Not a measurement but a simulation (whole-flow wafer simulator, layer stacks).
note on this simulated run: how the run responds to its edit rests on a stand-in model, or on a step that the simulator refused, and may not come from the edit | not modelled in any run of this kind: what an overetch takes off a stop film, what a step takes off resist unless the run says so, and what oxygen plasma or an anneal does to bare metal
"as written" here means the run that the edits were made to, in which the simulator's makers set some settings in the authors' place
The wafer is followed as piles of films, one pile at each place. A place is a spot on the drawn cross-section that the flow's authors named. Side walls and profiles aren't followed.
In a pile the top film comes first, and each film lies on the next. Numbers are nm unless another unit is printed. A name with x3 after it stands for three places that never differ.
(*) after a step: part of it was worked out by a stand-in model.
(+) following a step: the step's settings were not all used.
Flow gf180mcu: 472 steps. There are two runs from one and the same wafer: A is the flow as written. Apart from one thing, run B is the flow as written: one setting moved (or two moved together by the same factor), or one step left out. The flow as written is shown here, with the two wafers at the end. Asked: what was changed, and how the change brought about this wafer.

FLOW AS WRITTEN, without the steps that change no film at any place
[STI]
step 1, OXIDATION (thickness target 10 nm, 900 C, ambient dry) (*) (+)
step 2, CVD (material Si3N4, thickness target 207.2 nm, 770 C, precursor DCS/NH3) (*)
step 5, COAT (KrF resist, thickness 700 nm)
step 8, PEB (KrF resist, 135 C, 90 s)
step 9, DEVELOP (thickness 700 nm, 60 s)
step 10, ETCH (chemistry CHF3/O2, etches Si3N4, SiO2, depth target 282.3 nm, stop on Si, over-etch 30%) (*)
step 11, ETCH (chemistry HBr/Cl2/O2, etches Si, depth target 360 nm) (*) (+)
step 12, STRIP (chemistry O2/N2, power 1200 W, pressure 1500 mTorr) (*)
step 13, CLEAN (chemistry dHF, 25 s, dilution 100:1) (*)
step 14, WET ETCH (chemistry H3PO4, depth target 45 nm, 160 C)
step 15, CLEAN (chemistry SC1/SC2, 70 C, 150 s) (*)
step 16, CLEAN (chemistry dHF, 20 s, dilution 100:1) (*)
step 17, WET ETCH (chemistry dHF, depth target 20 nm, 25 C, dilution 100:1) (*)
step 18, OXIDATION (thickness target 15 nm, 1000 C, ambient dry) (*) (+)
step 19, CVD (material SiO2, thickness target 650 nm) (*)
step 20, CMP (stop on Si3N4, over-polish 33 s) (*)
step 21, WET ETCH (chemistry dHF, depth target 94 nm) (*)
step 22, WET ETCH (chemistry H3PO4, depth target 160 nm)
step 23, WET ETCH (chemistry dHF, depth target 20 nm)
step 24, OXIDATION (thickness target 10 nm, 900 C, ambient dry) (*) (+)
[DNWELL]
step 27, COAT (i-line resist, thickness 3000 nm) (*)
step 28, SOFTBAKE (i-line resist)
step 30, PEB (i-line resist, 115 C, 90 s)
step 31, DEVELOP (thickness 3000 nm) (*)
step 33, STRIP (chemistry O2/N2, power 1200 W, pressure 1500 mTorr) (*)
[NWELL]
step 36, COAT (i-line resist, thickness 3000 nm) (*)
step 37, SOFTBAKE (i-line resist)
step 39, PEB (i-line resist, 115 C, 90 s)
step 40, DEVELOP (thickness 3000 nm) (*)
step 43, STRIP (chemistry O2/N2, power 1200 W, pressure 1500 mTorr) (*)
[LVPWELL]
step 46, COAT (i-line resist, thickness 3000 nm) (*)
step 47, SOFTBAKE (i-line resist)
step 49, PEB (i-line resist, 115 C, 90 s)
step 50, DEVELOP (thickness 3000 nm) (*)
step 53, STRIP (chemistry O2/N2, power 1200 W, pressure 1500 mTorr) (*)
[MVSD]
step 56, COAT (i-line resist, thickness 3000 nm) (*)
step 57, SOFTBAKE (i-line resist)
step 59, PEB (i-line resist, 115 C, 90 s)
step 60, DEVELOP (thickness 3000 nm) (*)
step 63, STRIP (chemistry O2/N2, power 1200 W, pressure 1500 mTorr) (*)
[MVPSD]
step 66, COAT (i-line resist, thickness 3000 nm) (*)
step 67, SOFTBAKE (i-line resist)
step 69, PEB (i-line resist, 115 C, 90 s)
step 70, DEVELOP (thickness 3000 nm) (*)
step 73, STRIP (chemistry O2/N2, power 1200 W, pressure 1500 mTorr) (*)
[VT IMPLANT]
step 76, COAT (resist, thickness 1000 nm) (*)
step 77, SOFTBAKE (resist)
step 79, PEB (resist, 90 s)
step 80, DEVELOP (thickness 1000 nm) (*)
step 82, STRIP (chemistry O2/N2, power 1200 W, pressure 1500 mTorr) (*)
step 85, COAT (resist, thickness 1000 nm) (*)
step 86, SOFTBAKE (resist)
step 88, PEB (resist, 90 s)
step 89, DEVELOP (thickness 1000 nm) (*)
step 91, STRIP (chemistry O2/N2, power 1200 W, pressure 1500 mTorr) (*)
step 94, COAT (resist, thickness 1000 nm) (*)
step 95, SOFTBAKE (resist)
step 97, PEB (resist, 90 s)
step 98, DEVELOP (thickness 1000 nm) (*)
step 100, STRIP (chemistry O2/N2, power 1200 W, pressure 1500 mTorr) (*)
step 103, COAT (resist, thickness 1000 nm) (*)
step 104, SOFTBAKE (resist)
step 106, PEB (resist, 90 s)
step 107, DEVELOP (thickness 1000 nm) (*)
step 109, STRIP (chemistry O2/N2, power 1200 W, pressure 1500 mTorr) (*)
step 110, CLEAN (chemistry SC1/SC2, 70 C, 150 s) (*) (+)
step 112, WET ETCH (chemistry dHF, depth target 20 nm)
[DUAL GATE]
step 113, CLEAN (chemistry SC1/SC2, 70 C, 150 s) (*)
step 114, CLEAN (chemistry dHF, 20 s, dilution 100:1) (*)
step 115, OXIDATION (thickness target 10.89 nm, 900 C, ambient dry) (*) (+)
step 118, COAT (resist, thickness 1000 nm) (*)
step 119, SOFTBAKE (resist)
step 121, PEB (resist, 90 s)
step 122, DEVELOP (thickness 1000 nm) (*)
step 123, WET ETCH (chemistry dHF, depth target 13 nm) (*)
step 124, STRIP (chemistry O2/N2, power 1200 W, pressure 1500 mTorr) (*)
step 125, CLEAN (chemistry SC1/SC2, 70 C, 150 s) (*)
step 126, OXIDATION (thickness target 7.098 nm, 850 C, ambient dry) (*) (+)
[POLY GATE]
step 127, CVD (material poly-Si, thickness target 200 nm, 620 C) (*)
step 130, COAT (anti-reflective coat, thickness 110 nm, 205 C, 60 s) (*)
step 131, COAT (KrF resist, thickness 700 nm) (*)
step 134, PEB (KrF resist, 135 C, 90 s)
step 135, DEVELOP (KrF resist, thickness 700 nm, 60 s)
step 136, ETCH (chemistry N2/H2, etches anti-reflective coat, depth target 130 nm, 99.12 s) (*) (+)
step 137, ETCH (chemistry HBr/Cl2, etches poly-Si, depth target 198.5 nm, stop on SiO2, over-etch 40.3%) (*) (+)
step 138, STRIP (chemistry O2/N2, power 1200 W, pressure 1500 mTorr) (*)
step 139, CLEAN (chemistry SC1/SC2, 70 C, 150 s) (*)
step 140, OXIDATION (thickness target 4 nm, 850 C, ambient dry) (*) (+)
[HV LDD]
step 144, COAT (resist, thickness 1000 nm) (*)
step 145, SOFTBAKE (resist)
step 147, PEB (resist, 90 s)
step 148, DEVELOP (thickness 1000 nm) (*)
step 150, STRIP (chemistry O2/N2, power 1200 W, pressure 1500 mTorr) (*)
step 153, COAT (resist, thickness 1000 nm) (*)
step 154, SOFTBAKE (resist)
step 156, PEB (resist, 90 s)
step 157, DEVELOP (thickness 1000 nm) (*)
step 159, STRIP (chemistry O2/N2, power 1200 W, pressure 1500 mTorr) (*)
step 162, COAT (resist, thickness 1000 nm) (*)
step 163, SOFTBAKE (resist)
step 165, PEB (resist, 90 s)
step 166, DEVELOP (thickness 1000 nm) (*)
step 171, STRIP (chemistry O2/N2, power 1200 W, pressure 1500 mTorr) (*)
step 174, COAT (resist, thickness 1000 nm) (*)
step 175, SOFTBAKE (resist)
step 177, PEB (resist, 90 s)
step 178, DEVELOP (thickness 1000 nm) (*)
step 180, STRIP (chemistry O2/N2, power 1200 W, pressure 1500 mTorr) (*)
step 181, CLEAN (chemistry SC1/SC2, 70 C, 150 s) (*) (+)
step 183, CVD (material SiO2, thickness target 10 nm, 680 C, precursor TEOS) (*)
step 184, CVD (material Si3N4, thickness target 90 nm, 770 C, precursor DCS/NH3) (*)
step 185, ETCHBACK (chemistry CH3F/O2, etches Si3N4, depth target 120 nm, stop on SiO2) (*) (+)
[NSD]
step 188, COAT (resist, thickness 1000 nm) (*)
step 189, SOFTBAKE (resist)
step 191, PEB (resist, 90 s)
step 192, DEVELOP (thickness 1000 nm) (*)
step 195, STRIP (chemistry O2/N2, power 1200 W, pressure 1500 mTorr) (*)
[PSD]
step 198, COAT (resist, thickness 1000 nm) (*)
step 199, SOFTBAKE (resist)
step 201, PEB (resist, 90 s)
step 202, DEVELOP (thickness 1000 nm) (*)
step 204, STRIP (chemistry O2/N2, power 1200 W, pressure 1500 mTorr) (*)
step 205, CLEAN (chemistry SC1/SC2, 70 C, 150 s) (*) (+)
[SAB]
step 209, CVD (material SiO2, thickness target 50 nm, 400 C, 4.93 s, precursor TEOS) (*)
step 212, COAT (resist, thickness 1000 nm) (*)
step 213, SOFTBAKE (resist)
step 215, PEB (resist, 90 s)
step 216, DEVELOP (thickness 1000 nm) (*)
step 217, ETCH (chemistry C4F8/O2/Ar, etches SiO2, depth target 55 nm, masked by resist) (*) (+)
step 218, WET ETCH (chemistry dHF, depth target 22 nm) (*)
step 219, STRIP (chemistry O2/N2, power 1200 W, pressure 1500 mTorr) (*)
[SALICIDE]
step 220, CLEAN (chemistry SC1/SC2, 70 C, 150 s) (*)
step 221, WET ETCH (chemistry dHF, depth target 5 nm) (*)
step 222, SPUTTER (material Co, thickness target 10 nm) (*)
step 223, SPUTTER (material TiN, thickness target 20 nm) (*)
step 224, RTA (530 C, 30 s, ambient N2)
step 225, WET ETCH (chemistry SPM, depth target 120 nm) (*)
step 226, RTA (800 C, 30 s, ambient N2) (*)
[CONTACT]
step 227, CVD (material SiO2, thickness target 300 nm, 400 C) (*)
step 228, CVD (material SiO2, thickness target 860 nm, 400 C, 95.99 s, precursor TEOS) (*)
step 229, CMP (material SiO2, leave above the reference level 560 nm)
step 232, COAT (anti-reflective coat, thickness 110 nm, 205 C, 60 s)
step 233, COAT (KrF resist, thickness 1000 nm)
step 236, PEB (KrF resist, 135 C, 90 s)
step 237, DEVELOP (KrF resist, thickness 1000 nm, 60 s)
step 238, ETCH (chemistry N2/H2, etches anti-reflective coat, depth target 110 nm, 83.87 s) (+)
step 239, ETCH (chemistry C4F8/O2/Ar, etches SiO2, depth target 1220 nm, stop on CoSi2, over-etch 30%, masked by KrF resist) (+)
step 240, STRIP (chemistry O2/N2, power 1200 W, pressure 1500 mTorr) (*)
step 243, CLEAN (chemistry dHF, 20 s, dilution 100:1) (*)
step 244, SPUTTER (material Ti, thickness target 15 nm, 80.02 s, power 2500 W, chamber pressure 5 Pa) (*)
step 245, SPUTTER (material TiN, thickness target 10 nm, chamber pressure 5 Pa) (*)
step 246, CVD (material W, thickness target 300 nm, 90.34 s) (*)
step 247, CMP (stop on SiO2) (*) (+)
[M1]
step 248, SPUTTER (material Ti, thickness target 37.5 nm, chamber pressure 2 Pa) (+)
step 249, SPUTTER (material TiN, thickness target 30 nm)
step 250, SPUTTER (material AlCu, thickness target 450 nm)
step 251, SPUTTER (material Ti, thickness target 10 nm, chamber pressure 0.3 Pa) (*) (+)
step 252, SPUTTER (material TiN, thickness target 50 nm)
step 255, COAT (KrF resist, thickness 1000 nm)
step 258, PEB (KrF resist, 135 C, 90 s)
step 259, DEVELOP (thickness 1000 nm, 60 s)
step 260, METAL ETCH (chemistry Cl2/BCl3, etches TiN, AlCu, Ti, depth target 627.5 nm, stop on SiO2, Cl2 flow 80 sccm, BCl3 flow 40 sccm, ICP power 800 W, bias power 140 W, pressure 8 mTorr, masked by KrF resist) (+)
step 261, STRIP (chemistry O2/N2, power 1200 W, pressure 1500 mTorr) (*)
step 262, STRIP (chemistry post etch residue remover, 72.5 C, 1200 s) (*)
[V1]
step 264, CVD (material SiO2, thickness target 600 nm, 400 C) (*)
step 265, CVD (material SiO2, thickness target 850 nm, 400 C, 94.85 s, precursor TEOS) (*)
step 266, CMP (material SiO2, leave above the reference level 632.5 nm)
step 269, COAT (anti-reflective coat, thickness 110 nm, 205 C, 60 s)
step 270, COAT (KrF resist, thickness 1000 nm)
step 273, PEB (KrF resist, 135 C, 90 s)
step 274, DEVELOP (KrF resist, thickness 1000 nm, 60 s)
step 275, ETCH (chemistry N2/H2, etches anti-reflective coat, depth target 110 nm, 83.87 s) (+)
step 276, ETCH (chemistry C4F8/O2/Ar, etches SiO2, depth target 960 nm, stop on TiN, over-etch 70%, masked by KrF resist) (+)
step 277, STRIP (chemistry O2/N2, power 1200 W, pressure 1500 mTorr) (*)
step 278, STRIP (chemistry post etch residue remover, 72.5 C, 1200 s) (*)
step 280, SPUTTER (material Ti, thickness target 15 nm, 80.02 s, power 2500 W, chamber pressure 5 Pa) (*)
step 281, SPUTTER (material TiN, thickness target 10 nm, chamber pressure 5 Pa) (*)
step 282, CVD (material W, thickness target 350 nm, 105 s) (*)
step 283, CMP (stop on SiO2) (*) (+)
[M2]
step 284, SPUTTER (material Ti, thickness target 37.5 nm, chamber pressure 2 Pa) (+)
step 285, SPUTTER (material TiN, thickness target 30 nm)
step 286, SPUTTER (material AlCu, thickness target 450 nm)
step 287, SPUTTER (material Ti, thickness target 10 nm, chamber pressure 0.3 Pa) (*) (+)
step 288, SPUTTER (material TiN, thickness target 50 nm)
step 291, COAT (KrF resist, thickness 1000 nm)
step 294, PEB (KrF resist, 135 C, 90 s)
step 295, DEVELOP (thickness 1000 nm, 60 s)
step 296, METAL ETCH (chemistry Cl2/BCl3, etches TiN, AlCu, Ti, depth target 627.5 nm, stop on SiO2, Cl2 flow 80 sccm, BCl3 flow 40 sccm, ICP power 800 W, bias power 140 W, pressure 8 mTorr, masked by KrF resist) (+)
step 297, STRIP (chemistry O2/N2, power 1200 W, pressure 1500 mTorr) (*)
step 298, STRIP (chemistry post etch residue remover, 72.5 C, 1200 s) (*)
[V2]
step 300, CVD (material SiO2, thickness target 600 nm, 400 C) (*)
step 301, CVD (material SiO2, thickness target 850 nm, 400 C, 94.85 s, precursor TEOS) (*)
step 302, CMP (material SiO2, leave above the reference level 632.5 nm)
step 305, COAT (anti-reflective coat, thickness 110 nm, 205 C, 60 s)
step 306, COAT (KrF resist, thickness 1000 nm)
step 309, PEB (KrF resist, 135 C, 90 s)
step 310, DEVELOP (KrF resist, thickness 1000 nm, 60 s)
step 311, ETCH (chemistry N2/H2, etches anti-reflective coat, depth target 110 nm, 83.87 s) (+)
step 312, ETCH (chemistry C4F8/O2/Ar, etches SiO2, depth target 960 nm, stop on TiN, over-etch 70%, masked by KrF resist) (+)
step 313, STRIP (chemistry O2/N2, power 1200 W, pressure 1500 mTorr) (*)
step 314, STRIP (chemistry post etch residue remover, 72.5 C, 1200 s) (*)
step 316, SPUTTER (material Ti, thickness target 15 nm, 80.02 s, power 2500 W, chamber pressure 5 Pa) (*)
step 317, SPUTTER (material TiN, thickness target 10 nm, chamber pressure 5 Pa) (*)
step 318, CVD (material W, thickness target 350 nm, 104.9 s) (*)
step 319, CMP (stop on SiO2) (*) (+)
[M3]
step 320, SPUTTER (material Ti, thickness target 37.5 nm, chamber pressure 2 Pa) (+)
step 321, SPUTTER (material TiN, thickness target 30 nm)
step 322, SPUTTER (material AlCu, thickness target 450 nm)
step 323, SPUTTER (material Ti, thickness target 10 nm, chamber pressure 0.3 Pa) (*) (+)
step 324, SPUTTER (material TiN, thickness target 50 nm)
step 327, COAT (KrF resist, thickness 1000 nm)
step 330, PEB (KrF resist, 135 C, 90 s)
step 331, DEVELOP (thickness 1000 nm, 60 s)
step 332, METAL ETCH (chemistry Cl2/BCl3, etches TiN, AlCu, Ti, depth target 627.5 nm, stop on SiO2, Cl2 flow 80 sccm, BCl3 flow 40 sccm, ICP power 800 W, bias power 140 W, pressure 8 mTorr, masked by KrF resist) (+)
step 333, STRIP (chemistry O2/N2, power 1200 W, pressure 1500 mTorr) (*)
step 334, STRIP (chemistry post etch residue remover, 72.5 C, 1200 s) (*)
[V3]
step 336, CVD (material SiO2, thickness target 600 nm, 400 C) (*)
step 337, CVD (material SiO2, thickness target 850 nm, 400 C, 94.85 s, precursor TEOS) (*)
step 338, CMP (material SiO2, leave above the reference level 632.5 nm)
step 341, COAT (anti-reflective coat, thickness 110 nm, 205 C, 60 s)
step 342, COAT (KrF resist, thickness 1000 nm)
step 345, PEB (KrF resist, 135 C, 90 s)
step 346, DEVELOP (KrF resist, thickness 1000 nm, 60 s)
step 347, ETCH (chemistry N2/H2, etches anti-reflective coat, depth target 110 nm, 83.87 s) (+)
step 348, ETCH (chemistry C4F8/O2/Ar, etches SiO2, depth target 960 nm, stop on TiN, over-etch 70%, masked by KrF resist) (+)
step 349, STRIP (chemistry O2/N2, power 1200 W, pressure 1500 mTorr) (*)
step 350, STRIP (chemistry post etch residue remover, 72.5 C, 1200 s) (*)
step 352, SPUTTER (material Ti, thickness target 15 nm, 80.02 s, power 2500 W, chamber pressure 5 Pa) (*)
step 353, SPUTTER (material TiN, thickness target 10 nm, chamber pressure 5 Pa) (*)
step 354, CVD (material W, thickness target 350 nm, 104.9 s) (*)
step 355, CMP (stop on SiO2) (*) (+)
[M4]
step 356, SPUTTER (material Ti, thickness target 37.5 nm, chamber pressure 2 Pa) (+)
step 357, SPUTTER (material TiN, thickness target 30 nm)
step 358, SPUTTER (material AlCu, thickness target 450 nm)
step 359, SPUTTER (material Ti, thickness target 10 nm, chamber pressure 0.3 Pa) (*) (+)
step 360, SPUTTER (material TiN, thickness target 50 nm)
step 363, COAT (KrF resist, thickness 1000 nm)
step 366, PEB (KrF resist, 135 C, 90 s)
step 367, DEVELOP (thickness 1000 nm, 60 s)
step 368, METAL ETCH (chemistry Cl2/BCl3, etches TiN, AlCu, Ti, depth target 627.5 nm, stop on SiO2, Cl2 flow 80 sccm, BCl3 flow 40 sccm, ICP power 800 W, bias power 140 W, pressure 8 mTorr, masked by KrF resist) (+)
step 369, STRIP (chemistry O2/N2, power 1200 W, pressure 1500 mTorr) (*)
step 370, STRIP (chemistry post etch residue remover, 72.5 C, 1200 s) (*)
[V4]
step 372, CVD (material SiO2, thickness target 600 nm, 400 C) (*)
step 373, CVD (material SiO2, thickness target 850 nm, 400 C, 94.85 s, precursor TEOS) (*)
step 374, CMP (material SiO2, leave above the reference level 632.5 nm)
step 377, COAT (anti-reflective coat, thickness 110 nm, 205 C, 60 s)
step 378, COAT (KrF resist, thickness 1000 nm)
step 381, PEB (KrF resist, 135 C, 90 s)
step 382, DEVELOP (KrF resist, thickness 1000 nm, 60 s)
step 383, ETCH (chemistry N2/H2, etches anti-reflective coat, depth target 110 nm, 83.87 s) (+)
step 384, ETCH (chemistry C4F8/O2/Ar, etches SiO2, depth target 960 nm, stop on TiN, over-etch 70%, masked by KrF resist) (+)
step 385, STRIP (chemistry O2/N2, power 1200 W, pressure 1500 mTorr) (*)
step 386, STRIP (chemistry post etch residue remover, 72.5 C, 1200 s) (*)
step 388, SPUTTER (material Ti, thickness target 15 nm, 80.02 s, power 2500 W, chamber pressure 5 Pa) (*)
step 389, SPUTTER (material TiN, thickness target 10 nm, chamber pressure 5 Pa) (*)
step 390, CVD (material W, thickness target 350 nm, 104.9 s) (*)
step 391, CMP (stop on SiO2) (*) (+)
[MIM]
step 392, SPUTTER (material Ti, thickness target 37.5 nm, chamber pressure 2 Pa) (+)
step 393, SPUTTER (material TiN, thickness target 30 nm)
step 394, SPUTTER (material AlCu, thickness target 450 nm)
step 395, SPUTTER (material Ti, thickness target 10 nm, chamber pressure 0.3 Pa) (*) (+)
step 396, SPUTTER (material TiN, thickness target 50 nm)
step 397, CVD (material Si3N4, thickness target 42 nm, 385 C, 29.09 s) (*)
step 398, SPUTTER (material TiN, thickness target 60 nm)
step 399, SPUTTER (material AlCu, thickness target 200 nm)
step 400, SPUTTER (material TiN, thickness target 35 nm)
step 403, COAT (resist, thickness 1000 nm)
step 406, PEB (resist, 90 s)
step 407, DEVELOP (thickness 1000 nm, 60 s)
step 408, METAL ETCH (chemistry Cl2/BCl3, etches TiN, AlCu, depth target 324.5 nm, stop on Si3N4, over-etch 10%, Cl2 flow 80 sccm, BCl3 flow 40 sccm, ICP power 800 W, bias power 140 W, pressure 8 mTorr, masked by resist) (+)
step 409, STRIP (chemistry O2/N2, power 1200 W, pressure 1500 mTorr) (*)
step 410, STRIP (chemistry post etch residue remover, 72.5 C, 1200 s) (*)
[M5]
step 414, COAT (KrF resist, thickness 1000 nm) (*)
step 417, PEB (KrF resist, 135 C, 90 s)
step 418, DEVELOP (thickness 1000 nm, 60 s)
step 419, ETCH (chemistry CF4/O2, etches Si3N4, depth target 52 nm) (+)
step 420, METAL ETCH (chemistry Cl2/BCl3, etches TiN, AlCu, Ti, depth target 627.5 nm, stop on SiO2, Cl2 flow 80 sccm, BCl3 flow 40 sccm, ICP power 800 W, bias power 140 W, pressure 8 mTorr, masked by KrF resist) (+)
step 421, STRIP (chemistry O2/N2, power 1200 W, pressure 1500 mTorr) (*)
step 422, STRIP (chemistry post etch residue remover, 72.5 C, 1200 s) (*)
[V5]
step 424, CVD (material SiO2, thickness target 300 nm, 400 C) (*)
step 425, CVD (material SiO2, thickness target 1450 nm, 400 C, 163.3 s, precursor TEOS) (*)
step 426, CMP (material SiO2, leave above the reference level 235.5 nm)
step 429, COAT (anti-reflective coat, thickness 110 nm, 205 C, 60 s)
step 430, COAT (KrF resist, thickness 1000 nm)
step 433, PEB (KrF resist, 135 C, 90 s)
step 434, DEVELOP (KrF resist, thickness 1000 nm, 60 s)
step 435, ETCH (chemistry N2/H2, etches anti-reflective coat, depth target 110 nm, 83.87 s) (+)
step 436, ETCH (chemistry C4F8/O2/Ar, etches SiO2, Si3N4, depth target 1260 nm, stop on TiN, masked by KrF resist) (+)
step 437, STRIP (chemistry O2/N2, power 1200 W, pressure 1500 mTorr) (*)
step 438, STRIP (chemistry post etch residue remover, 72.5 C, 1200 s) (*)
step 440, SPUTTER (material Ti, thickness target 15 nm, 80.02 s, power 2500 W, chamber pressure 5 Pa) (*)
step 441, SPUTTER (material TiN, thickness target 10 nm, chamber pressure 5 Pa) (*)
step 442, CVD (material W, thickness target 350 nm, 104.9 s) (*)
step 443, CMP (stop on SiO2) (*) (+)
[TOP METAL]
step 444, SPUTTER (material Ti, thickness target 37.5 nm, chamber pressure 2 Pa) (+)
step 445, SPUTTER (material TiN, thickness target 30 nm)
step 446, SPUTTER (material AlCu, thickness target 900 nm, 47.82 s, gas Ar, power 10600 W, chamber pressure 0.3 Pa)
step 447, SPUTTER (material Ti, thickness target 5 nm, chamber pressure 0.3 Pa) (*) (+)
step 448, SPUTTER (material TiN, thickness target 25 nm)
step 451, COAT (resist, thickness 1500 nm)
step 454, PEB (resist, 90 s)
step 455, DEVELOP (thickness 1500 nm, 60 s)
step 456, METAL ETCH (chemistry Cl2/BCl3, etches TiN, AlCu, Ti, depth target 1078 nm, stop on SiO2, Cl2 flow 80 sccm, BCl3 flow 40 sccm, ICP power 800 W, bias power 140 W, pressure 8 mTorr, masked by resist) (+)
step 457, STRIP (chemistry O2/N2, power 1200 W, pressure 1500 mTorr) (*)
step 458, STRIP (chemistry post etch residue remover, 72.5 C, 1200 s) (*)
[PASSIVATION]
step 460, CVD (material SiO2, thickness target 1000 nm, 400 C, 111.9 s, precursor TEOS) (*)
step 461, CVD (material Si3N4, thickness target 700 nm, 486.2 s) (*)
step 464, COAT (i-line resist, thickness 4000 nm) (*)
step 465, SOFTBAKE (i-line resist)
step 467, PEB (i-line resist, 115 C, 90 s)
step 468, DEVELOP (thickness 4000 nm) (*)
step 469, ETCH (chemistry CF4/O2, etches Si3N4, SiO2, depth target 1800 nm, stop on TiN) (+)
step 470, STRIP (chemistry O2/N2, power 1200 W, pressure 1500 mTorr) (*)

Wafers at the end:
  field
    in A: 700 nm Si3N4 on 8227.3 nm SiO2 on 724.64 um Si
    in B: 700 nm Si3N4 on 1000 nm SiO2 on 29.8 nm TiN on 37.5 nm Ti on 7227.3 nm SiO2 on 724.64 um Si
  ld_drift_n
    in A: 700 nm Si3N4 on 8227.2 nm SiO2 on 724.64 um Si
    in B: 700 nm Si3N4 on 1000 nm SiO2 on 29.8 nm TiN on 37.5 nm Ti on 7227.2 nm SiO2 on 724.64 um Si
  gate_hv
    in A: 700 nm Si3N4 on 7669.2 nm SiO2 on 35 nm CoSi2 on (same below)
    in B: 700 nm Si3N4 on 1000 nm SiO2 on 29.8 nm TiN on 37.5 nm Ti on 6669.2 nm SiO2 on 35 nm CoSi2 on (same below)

What caused this: step 446, SPUTTER: thickness target 1050 nm was run, though the flow has thickness target 900 nm.

Step by step, how the change led to this:
  step 446, SPUTTER (material AlCu, thickness target 900 nm, 47.82 s, gas Ar, power 10600 W, chamber pressure 0.3 Pa)
      field, field__w1, field__w2 and 109 more: A +900 AlCu (new film) | B +1050 AlCu (new film)
  step 456, METAL ETCH (chemistry Cl2/BCl3, etches TiN, AlCu, Ti, depth target 1078 nm, stop on SiO2, Cl2 flow 80 sccm, BCl3 flow 40 sccm, ICP power 800 W, bias power 140 W, pressure 8 mTorr, masked by resist) (+)
      field, field__w1, field__w2 and 103 more: A -25 TiN (all of it), -5 Ti (all of it), -900 AlCu (all of it), -30 TiN (all of it), -37.5 Ti (all of it) | B -25 TiN (all of it), -5 Ti (all of it), -1047.5 AlCu
  step 458, STRIP (chemistry post etch residue remover, 72.5 C, 1200 s) (*)
      field, field__w1, field__w2 and 103 more: A nothing | B -2.5 AlCu (all of it), -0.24 TiN
  step 460, CVD (material SiO2, thickness target 1000 nm, 400 C, 111.9 s, precursor TEOS) (*)
      field, field__w1, field__w2 and 103 more: A +1000 SiO2 | B +1000 SiO2 (new film)
  step 464, COAT (i-line resist, thickness 4000 nm) (*)
      field__w8: A +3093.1 i-line resist (new film) | B +3020.7 i-line resist (new film)
      contact: A +3153.6 i-line resist (new film) | B +3061.7 i-line resist (new film)
      (also at 4 further places)
  step 465, SOFTBAKE (i-line resist)
      field__w5, field__w9: A +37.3 i-line resist | B +34.1 i-line resist
      field__w11, field__w13: A +37.9 i-line resist | B +35.4 i-line resist
      (also at 58 further places)
  step 467, PEB (i-line resist, 115 C, 90 s)
      field__w8, m1__w1: A -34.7 i-line resist | B -33.4 i-line resist
      contact: A -35.1 i-line resist | B -33.6 i-line resist
      (also at 3 further places)
  step 468, DEVELOP (thickness 4000 nm) (*)
      pad: A -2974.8 i-line resist (all of it) | B -2892.8 i-line resist (all of it)
  step 470, STRIP (chemistry O2/N2, power 1200 W, pressure 1500 mTorr) (*)
      field__w8, m1__w1: A -1787.7 i-line resist (all of it) | B -1708.2 i-line resist (all of it)
      contact: A -1811.2 i-line resist (all of it) | B -1724.8 i-line resist (all of it)
      (also at 2 further places)
With metal films that touch counted as one body, field has 1 body; the flow as written gives 0 bodies.
With metal films that touch counted as one body, ld_drift_n has 1 body; the flow as written gives 0 bodies.
With metal films that touch counted as one body, gate_hv has 2 bodies (between them, from the top down: SiO2 6669.2); the flow as written gives 1 body.
